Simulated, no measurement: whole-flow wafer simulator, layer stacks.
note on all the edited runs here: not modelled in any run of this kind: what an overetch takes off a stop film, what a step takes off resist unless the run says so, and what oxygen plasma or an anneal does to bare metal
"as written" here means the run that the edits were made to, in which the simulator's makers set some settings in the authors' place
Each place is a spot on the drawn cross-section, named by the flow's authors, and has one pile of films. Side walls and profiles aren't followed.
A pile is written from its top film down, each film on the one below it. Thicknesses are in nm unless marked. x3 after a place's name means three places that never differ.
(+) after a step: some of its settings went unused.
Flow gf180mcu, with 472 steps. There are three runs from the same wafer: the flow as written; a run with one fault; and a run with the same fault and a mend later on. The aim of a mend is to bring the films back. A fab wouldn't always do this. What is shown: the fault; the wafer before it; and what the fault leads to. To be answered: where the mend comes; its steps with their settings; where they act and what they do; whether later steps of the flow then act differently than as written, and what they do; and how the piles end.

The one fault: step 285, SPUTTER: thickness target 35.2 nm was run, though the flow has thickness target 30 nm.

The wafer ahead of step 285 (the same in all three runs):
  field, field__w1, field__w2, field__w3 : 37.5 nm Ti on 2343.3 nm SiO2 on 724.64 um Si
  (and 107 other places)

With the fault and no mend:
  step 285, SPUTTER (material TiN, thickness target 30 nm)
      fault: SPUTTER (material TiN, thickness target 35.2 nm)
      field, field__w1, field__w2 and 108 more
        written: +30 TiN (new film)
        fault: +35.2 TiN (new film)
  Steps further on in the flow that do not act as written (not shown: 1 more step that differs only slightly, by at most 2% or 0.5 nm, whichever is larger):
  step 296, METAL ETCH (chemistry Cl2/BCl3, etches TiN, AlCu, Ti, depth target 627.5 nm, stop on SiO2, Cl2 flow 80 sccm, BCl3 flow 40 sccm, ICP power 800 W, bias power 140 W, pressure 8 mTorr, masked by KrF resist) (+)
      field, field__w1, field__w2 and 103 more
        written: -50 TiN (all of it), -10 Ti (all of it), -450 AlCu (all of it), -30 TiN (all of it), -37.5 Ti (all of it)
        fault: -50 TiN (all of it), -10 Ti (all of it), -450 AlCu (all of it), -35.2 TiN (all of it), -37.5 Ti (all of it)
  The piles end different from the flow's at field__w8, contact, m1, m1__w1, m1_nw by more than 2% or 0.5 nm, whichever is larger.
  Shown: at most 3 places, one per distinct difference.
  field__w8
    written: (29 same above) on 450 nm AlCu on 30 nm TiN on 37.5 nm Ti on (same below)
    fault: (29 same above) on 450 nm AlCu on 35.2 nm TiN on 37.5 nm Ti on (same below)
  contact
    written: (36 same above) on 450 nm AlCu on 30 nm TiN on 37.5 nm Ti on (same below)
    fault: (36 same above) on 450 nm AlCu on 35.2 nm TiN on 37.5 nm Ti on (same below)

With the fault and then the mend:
  The mend follows step 285.
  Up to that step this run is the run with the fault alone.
  step 285a, METAL ETCH (chemistry Cl2/BCl3, etches TiN, AlCu, Ti, depth target 5.2 nm, Cl2 flow 80 sccm, BCl3 flow 40 sccm, ICP power 800 W, bias power 140 W, pressure 8 mTorr) (the flow's step 260, run once more with other settings)
      field, field__w1, field__w2 and 108 more
        -5.2 TiN
  Every later step of the flow that is run acts as written at every place that is followed.
  At every place that both follow, the piles at the end match the flow's.
